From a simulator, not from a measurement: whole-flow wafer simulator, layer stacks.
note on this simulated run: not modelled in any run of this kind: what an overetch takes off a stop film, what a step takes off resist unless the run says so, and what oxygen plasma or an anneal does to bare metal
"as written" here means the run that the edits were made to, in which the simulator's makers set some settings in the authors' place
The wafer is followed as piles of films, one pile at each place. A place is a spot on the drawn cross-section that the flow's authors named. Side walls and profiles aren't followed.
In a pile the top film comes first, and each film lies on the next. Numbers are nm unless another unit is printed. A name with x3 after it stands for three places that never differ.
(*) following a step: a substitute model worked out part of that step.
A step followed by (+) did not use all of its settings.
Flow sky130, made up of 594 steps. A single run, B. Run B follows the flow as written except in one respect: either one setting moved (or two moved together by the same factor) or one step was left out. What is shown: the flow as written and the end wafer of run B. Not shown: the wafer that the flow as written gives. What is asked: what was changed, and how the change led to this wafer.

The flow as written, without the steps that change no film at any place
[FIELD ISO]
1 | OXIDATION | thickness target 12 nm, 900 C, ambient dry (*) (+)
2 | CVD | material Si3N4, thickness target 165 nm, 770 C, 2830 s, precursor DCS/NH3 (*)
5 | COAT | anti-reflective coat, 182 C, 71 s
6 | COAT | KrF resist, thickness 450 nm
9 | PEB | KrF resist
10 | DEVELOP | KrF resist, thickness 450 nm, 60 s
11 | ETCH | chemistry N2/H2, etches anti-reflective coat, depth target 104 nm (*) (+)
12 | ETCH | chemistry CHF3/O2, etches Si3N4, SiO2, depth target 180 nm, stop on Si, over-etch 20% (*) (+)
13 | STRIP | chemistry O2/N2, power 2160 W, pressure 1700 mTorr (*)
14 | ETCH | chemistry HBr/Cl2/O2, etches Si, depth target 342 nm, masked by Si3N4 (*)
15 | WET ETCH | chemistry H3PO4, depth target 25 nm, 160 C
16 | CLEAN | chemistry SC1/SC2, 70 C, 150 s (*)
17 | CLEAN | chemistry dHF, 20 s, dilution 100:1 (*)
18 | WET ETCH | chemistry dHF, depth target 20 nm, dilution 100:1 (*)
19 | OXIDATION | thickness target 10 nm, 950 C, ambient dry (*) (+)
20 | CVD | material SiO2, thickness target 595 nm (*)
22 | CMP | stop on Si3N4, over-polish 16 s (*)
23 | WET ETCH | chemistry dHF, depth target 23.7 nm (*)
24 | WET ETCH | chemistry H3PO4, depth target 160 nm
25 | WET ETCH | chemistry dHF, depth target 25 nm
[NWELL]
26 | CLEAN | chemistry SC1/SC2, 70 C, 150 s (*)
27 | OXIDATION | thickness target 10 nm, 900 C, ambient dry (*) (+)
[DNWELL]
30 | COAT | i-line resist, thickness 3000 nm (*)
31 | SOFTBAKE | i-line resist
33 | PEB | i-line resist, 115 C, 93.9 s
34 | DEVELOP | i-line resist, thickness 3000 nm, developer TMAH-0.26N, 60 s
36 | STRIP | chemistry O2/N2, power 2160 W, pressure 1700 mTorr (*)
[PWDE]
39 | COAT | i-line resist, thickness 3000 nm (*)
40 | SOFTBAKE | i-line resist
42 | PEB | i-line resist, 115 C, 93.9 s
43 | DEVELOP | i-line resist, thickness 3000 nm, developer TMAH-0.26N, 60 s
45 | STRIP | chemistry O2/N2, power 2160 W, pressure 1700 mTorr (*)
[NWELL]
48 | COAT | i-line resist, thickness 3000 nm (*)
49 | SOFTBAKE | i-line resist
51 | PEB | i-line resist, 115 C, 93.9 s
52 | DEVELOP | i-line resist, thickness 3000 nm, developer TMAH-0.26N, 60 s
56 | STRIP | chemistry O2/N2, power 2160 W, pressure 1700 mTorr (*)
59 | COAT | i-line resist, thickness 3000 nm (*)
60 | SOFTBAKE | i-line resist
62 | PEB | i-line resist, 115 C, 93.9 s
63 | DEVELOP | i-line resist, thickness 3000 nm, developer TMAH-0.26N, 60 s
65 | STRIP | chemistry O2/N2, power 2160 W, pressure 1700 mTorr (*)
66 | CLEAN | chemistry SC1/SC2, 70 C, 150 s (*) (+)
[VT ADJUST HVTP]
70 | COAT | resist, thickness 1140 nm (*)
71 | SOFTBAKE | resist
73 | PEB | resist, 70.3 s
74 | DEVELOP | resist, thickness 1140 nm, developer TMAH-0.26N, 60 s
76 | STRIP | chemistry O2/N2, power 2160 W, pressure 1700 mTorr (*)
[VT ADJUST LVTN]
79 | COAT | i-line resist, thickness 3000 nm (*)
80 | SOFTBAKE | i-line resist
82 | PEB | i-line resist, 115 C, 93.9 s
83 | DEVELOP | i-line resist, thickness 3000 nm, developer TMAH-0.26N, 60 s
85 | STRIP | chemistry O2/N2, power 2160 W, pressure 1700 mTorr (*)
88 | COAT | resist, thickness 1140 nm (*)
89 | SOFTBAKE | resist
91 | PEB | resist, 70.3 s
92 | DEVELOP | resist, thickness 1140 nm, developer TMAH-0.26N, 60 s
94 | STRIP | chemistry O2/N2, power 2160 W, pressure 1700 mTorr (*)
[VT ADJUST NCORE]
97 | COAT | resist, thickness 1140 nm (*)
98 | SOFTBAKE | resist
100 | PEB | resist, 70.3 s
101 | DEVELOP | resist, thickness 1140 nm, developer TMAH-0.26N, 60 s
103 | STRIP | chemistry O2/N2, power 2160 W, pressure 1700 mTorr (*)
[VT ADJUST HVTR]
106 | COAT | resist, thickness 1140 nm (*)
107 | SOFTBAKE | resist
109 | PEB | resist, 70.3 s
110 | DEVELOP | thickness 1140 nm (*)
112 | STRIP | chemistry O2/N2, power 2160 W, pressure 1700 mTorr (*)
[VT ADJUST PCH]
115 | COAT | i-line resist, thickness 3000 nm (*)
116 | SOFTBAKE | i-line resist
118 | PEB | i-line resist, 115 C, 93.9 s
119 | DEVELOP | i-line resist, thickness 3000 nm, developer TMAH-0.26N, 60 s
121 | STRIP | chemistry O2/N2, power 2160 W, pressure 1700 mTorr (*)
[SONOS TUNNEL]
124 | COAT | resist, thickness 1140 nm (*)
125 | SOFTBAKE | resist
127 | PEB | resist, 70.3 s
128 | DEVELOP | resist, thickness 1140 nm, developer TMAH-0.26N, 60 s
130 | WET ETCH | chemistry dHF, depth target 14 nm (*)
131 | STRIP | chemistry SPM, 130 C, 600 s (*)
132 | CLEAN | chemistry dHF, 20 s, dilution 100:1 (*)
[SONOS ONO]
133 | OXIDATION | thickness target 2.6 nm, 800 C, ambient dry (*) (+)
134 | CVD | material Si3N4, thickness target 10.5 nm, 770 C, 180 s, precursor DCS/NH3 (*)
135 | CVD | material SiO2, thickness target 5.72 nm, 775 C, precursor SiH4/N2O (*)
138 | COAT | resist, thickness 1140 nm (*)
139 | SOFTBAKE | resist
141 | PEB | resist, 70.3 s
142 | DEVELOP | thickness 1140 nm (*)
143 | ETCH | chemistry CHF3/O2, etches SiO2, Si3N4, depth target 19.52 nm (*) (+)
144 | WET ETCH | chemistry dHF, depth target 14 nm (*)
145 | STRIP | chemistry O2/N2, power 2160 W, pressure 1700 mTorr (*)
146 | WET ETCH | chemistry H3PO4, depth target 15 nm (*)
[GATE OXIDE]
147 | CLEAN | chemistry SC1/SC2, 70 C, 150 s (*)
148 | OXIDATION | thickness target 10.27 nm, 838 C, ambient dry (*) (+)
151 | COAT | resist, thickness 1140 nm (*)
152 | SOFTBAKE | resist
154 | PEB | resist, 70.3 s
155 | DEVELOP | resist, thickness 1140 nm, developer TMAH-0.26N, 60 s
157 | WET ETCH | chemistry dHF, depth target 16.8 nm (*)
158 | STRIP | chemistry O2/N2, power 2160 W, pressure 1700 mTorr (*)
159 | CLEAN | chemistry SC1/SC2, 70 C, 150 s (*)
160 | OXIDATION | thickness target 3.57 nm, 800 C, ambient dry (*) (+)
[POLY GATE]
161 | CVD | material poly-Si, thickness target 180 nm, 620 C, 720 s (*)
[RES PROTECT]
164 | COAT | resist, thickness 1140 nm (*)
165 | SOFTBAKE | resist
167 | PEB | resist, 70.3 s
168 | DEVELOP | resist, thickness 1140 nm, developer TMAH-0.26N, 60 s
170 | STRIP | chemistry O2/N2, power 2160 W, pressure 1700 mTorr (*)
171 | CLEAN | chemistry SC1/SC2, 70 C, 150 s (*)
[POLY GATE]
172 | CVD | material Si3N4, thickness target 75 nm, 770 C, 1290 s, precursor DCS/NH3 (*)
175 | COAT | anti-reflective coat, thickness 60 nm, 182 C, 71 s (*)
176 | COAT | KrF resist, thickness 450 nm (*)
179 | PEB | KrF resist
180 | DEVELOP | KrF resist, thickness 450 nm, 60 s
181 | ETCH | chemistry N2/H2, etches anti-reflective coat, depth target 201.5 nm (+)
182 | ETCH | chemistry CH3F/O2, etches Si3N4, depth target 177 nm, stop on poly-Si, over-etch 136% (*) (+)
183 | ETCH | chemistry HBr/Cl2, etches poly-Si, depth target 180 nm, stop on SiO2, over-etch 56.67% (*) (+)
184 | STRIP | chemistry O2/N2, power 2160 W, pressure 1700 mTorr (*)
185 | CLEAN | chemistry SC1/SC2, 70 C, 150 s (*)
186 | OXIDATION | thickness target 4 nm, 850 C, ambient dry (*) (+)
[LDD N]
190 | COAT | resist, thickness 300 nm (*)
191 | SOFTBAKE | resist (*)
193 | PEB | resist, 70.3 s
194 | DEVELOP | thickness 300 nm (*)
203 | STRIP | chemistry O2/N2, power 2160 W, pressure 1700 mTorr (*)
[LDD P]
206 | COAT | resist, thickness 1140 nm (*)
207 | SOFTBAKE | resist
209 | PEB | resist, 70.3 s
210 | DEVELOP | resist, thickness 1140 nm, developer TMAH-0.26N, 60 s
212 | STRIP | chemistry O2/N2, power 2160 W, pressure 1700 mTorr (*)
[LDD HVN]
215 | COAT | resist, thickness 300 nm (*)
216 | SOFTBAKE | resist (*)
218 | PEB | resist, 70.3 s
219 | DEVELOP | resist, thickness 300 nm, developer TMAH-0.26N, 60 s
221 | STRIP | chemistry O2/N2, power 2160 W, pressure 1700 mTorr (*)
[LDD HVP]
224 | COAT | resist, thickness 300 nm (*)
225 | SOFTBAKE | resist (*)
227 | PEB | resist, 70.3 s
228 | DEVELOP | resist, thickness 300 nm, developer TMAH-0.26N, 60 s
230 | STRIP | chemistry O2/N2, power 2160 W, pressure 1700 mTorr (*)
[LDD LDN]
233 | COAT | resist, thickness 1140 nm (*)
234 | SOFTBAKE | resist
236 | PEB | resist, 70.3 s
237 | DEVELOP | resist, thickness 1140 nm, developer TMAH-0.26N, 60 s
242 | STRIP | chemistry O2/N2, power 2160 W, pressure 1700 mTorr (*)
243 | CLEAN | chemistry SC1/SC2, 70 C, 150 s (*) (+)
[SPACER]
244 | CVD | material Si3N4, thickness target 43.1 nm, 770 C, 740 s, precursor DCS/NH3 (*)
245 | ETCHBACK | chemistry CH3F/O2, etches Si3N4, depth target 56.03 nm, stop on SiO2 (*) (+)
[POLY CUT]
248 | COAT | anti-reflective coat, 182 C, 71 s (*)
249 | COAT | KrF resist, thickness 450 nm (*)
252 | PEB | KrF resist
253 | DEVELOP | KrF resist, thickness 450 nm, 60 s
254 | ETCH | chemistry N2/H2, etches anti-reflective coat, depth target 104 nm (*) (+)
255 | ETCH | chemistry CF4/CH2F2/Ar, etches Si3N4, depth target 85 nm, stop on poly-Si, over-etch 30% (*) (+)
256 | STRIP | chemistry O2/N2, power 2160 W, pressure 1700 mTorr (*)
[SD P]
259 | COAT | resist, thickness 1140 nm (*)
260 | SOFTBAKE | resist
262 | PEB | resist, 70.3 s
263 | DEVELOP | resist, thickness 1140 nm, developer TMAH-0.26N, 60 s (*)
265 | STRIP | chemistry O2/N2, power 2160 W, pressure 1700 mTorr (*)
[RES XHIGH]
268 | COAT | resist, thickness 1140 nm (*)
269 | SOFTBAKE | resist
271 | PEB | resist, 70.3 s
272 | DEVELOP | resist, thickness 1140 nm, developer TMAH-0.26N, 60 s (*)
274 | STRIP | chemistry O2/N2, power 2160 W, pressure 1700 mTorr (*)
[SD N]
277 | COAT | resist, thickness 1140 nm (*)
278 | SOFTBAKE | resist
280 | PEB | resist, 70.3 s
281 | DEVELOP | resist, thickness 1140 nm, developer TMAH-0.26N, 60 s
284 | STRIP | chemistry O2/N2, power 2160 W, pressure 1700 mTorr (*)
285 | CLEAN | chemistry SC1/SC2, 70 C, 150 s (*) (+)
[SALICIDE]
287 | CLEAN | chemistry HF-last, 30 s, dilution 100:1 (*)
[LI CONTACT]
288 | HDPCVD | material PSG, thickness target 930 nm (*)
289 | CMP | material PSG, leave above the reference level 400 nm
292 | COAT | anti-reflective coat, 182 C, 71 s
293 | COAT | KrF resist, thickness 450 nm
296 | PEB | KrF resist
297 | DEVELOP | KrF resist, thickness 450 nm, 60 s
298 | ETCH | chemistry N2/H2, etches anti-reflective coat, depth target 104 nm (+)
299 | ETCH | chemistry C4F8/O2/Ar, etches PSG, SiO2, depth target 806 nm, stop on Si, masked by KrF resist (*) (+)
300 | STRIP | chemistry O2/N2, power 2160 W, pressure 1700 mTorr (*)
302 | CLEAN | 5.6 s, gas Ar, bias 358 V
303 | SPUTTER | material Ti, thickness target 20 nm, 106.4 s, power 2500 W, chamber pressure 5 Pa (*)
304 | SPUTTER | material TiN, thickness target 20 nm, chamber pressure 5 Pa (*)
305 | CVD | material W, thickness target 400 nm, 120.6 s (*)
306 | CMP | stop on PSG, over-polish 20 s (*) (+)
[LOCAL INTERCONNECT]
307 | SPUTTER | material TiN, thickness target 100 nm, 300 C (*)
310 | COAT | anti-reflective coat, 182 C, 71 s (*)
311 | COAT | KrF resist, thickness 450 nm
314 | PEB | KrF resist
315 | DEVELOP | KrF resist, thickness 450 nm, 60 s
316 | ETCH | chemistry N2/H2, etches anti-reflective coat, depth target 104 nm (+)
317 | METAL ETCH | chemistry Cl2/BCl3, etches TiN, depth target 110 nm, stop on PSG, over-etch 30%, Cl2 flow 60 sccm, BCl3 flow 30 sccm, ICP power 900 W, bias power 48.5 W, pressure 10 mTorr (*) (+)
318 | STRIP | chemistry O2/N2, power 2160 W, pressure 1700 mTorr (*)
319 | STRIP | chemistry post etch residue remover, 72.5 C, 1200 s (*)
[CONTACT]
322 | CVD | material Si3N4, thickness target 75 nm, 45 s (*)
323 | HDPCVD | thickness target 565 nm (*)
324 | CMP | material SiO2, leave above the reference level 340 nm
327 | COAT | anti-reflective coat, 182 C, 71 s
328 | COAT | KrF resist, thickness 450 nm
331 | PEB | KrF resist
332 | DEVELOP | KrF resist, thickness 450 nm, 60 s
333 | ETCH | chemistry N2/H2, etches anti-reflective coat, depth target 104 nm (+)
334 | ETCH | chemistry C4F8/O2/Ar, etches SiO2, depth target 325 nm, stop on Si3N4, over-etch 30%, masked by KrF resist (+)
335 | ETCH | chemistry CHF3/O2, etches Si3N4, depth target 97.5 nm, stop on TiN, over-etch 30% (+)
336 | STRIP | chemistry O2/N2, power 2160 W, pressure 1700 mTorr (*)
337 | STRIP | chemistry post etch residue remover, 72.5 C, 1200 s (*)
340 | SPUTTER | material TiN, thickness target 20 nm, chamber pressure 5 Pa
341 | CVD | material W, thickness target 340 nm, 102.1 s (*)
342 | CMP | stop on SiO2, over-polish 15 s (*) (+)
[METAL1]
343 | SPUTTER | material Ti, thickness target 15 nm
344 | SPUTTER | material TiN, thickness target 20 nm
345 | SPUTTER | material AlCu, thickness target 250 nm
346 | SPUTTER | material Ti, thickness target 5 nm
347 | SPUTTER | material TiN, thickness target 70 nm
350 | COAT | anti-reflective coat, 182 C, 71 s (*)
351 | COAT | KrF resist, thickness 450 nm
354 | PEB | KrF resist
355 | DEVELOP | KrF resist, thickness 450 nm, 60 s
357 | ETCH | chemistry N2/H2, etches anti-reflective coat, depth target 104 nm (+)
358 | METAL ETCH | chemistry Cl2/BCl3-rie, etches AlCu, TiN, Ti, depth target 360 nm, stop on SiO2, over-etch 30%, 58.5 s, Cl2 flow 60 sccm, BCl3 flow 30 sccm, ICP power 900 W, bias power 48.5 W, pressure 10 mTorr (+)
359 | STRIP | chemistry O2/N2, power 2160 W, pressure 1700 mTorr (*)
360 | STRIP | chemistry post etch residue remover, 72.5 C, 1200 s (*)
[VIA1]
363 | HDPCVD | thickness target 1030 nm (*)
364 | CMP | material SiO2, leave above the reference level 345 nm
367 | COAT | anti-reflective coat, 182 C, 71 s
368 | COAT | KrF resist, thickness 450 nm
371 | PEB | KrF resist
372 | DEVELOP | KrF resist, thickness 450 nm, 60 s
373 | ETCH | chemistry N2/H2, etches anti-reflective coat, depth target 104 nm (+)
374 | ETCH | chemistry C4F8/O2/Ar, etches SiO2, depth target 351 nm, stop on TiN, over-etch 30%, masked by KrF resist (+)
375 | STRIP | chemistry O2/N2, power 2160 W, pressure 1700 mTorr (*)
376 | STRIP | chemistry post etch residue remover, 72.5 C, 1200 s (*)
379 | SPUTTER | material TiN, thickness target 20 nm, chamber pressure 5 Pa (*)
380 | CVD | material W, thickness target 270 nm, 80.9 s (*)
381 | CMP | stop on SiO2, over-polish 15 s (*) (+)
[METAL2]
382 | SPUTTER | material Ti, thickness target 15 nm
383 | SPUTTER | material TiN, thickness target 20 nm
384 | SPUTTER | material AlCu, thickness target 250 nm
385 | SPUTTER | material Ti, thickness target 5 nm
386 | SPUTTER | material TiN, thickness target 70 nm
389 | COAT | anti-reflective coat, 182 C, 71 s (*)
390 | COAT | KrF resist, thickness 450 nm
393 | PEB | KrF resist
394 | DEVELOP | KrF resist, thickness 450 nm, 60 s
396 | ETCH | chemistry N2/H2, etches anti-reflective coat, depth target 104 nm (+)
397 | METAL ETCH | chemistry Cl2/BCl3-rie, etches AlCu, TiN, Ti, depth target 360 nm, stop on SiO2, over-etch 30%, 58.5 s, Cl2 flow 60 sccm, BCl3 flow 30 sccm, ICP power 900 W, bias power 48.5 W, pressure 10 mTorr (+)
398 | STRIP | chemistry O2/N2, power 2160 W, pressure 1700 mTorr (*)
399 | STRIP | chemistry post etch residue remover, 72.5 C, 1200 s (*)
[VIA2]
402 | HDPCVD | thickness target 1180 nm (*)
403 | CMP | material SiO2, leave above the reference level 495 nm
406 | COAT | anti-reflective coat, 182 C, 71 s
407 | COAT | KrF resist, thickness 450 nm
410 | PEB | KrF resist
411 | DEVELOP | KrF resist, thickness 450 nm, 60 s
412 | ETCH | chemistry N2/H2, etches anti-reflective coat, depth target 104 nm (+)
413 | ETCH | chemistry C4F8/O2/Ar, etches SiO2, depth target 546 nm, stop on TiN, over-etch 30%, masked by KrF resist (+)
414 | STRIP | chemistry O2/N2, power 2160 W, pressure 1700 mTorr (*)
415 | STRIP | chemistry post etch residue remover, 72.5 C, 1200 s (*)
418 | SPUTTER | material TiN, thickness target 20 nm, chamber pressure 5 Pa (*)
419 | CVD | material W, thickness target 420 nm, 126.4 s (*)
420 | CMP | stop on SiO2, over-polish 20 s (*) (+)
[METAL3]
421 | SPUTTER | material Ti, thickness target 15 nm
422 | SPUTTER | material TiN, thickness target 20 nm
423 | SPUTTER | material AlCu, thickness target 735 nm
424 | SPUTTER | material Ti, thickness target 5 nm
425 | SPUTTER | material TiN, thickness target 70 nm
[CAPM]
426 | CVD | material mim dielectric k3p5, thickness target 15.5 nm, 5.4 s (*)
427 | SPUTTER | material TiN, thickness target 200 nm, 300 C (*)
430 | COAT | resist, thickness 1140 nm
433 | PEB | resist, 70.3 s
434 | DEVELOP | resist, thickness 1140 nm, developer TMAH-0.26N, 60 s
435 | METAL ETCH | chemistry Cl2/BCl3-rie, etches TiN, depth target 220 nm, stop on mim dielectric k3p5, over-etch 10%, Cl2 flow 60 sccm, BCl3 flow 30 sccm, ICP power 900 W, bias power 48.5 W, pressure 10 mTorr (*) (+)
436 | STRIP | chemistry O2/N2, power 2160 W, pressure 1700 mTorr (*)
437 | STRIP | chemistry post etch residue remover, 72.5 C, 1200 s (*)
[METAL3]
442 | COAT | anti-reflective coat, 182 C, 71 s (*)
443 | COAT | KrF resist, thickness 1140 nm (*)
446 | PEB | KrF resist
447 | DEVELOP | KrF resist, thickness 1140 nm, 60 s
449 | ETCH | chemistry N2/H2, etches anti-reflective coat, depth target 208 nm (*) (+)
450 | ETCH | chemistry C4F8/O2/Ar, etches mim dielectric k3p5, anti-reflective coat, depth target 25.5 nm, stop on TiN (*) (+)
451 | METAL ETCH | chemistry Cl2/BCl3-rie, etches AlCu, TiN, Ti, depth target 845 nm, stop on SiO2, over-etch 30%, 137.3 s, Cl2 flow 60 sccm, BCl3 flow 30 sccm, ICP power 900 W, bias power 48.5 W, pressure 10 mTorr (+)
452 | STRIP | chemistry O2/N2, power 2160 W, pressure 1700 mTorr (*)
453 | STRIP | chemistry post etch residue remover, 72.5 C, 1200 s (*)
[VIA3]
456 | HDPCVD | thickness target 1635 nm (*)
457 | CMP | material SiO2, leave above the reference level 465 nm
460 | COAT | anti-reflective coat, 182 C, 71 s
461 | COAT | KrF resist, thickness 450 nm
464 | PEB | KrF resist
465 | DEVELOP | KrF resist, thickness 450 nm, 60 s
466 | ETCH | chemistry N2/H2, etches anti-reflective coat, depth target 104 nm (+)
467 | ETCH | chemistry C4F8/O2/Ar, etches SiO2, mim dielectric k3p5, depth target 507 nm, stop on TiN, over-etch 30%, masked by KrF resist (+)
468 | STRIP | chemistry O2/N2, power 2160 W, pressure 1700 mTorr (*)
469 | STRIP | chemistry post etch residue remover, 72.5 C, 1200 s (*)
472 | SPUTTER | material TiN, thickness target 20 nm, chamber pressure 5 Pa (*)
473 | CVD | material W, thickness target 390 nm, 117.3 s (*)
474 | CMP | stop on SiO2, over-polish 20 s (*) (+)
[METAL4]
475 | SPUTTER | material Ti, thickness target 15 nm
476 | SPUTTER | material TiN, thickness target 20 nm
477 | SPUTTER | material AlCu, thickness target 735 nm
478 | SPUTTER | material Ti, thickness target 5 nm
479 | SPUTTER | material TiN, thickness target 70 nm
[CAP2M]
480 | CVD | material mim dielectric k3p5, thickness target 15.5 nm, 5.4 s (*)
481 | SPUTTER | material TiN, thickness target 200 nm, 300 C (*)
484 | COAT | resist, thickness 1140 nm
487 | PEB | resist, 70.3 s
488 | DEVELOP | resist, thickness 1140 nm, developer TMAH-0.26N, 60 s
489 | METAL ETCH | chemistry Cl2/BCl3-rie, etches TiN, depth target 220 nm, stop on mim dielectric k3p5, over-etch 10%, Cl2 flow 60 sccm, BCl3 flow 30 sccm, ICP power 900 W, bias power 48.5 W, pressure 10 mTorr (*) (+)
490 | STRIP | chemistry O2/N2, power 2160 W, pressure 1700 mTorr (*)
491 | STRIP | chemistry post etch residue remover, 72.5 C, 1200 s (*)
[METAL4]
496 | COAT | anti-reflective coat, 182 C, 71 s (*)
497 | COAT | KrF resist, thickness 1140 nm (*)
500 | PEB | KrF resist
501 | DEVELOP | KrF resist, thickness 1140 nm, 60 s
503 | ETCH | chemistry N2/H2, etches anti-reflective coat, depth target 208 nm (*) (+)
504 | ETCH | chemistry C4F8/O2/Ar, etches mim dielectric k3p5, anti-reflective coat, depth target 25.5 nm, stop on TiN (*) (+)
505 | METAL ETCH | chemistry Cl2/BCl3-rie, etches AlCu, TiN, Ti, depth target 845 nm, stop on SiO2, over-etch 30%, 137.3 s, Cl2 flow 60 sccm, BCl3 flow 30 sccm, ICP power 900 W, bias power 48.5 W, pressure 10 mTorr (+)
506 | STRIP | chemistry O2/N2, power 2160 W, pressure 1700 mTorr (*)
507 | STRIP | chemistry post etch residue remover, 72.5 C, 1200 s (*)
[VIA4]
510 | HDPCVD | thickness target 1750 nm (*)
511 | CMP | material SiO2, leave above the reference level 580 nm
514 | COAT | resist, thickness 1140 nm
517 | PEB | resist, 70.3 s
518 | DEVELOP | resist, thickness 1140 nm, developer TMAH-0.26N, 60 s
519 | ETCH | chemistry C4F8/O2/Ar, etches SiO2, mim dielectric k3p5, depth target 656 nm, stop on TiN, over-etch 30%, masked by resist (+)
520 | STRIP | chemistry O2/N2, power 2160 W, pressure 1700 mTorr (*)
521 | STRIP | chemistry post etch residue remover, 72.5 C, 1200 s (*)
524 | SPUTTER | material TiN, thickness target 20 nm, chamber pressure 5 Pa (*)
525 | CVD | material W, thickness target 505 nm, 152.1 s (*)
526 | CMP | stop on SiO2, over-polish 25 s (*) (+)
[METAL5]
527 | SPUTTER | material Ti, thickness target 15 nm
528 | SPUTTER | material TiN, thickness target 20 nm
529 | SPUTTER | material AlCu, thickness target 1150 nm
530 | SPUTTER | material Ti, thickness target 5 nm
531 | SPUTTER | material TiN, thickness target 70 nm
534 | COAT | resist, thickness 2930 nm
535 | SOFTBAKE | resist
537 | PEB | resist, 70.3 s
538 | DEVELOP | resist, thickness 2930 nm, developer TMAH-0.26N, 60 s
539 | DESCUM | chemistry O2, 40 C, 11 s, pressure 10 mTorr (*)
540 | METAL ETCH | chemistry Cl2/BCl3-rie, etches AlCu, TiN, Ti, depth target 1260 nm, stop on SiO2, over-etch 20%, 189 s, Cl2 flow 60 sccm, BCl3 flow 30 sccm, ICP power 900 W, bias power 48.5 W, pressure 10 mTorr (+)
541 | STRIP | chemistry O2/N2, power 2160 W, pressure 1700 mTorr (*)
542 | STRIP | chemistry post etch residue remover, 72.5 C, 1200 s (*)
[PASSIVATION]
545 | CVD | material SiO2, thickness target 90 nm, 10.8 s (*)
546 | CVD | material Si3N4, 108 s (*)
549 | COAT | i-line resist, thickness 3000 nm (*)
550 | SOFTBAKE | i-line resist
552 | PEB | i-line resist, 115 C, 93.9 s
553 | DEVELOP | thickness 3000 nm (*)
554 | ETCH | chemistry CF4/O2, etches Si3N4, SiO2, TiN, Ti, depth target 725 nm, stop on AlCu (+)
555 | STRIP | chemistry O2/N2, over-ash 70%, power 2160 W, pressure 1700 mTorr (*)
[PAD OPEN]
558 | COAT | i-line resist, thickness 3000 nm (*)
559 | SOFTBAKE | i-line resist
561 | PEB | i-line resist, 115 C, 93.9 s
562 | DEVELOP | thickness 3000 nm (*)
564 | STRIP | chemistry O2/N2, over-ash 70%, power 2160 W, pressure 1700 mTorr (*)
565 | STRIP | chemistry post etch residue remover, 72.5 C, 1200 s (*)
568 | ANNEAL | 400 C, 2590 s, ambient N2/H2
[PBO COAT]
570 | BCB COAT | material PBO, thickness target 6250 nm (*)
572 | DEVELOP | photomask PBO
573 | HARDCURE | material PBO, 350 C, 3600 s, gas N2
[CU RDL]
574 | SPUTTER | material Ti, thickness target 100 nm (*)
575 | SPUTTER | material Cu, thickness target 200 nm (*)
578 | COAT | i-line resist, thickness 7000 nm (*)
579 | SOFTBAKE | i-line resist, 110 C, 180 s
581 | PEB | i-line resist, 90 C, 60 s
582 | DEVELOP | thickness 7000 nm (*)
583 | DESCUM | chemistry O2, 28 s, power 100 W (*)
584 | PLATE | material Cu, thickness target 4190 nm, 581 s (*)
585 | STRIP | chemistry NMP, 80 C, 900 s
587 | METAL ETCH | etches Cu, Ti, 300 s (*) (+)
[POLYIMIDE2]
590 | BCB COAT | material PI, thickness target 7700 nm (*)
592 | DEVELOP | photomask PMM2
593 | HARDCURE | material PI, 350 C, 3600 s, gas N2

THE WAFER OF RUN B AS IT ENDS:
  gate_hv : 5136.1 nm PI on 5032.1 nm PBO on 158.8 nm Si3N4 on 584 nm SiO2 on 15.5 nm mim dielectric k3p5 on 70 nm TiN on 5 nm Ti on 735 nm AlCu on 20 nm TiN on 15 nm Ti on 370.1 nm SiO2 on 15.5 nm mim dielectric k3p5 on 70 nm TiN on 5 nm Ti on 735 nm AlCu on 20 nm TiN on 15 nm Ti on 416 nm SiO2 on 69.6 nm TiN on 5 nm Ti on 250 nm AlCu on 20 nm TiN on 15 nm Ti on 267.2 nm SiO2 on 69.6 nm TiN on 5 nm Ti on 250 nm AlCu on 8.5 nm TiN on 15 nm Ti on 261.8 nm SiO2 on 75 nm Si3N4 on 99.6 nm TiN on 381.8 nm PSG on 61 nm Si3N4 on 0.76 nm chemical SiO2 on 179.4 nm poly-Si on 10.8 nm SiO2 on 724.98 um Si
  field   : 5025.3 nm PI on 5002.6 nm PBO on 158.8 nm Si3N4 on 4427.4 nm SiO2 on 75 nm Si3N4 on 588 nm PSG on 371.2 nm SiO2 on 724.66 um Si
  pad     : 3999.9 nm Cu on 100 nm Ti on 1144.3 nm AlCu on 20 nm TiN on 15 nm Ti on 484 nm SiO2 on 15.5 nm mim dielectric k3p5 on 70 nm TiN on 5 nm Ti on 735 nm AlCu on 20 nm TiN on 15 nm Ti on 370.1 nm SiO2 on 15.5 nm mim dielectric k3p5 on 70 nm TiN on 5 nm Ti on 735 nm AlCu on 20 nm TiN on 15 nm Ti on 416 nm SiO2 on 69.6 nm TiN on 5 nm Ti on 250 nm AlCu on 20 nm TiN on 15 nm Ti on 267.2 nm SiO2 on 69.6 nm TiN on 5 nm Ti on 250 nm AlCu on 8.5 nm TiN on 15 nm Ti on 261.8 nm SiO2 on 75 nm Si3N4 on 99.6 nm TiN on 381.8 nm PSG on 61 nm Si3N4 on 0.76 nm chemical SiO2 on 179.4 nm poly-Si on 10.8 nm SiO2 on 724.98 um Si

What caused this: step 344, SPUTTER: thickness target 8.5 nm was run, whereas the flow has thickness target 20 nm.
The wafer itself shows it: gate_hv has TiN 8.5, and step 344 as written asks for 20 nm.

How this came from the change, step by step:
  344 | SPUTTER | material TiN, thickness target 20 nm
      field, active, n_well and 188 more: +8.5 TiN (new film) (it would be, as written: +20 TiN (new film))
  358 | METAL ETCH | chemistry Cl2/BCl3-rie, etches AlCu, TiN, Ti, depth target 360 nm, stop on SiO2, over-etch 30%, 58.5 s, Cl2 flow 60 sccm, BCl3 flow 30 sccm, ICP power 900 W, bias power 48.5 W, pressure 10 mTorr (+)
      field, active, gate and 81 more: -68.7 TiN (all of it), -5 Ti (all of it), -250 AlCu (all of it), -8.5 TiN (all of it), -15 Ti (all of it), -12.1 SiO2 (it would be, as written: -68.7 TiN (all of it), -5 Ti (all of it), -250 AlCu (all of it), -20 TiN (all of it), -15 Ti (all of it), -10.9 SiO2)
  364 | CMP | material SiO2, leave above the reference level 345 nm
      field, active, gate and 81 more: -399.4 SiO2 (it would be, as written: -389.1 SiO2)
